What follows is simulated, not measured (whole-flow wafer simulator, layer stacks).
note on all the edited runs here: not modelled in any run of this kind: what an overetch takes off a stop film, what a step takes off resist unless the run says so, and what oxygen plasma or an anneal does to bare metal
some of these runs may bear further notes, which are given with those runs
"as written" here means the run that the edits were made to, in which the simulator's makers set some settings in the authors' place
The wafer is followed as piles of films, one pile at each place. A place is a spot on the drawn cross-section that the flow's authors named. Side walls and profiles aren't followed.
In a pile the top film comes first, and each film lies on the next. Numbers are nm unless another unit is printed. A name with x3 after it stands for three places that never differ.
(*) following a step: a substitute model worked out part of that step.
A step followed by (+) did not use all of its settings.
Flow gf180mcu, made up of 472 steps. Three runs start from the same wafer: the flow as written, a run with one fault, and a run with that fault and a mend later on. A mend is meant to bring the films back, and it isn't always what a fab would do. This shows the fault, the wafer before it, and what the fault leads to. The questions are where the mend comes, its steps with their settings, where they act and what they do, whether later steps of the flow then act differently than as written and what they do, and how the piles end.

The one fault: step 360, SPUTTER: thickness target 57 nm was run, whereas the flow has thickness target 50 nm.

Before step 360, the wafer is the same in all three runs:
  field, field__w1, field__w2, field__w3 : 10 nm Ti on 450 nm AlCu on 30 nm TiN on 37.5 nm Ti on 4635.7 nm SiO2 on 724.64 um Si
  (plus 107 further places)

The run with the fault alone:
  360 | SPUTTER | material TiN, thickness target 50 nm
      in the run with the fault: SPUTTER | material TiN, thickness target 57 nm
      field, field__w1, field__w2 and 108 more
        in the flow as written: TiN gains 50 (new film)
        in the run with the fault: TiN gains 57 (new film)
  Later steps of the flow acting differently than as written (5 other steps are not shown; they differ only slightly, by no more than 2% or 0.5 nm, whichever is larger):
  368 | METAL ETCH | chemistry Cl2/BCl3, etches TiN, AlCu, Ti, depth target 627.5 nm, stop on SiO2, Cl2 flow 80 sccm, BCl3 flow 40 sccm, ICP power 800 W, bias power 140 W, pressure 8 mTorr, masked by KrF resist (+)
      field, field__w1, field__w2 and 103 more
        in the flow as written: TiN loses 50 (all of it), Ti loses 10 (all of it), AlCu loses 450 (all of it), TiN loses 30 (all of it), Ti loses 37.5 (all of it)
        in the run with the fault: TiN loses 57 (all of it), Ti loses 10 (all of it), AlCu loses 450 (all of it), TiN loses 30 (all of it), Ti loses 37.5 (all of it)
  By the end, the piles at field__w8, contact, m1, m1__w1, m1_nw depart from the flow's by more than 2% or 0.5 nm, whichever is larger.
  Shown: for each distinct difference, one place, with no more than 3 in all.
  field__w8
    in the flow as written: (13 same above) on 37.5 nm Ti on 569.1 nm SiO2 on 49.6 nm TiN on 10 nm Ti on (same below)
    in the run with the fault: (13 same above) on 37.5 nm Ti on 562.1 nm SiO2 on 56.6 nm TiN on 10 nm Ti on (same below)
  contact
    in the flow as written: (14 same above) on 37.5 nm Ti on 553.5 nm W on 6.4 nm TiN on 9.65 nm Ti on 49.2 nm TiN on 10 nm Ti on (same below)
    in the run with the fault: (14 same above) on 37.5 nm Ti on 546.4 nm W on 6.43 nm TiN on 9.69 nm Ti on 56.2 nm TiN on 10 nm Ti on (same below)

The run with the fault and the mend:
  The mend stands after step 367.
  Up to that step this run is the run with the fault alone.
  367a | STRIP | chemistry O2/N2, power 2160 W, pressure 1700 mTorr (*)
      field__w8, contact, m1, m1__w1, m1_nw
        KrF resist loses 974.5 (all of it)
  367b | METAL ETCH | chemistry Cl2/BCl3, etches TiN, AlCu, Ti, depth target 7 nm, Cl2 flow 80 sccm, BCl3 flow 40 sccm, ICP power 800 W, bias power 140 W, pressure 8 mTorr (the flow's step 260, run once more with other settings)
      field, field__w1, field__w2 and 108 more
        TiN loses 7
  367c | HMDS | 120 C, 60 s (the flow's step 362, run once more)
      does not change any film at any place that is followed
  367d | COAT | KrF resist, thickness 1000 nm (the flow's step 363, run once more)
      field, field__w1, field__w2 and 108 more
        KrF resist gains 1000 (new film)
  367e | SOFTBAKE | KrF resist (the flow's step 364, run once more)
      does not change any film at any place that is followed
  367f | EXPOSE | photomask Metal4 (the flow's step 365, run once more)
      does not change any film at any place that is followed
  367g | PEB | KrF resist, 135 C, 90 s (the flow's step 366, run once more)
      field, field__w1, field__w2 and 108 more
        KrF resist loses 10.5
  367h | DEVELOP | thickness 1000 nm, 60 s (the flow's step 367, run once more)
      field, field__w1, field__w2 and 103 more
        KrF resist loses 989.5 (all of it)
      field__w8, contact, m1, m1__w1, m1_nw
        KrF resist loses 14.9
  None of the later steps of the flow acts differently than as written at any place that is followed.
  The piles end the same as the flow's at every place that both follow.
